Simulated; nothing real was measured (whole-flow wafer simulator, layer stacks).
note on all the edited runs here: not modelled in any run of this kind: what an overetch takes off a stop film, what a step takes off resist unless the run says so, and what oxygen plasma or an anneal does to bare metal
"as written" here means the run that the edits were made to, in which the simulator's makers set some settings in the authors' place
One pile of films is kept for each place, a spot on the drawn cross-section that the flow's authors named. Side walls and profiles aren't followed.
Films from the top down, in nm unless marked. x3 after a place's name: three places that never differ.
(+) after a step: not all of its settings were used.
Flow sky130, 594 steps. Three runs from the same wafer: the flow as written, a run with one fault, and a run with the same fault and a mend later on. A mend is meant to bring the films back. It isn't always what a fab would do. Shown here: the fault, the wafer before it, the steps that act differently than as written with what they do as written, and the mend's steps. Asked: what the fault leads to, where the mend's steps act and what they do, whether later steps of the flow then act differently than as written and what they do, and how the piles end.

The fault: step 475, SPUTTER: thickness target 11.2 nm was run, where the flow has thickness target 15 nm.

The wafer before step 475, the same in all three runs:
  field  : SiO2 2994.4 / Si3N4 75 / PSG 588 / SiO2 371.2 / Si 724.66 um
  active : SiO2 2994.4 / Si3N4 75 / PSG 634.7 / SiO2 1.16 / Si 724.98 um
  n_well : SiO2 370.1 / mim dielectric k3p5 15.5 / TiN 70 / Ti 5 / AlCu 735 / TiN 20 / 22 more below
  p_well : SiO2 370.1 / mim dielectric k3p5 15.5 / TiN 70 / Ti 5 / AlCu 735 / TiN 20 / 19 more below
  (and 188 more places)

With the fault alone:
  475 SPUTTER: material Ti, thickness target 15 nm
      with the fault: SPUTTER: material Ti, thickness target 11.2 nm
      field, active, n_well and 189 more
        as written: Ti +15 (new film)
        with the fault: Ti +11.2 (new film)
  Later steps of the flow that act differently than as written (13 more steps differ only slightly, by at most 2% or 0.5 nm, whichever is larger, and aren't shown):
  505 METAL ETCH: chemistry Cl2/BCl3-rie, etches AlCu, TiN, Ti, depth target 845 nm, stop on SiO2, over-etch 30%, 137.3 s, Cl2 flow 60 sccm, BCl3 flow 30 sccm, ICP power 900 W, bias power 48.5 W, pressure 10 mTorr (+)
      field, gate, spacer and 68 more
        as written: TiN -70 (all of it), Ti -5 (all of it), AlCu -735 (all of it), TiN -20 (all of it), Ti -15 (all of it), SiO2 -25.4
        with the fault: TiN -70 (all of it), Ti -5 (all of it), AlCu -735 (all of it), TiN -20 (all of it), Ti -11.2 (all of it), SiO2 -25.7
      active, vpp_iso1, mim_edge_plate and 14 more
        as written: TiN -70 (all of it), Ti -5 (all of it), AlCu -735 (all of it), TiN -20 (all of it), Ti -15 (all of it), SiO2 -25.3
        with the fault: TiN -70 (all of it), Ti -5 (all of it), AlCu -735 (all of it), TiN -20 (all of it), Ti -11.2 (all of it), SiO2 -25.7
  At the end the piles differ from the flow's by more than 2% or 0.5 nm, whichever is larger, at n_well, p_well, gate_hv and 102 more.
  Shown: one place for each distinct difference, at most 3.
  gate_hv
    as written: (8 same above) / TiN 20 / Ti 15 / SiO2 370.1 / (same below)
    with the fault: (8 same above) / TiN 20 / Ti 11.2 / SiO2 370.1 / (same below)
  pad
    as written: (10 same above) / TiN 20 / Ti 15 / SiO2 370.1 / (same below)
    with the fault: (10 same above) / TiN 20 / Ti 11.2 / SiO2 370.1 / (same below)
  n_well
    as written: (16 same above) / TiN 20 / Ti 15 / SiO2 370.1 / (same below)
    with the fault: (16 same above) / TiN 20 / Ti 11.2 / SiO2 370.1 / (same below)

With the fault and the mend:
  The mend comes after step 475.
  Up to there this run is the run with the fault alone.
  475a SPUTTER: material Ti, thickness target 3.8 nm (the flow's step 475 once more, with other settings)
      field, active, n_well and 189 more
        Ti +3.8
  No later step of the flow acts differently than as written at any place that is followed.
  At the end the piles are the same as the flow's at every place that both follow.
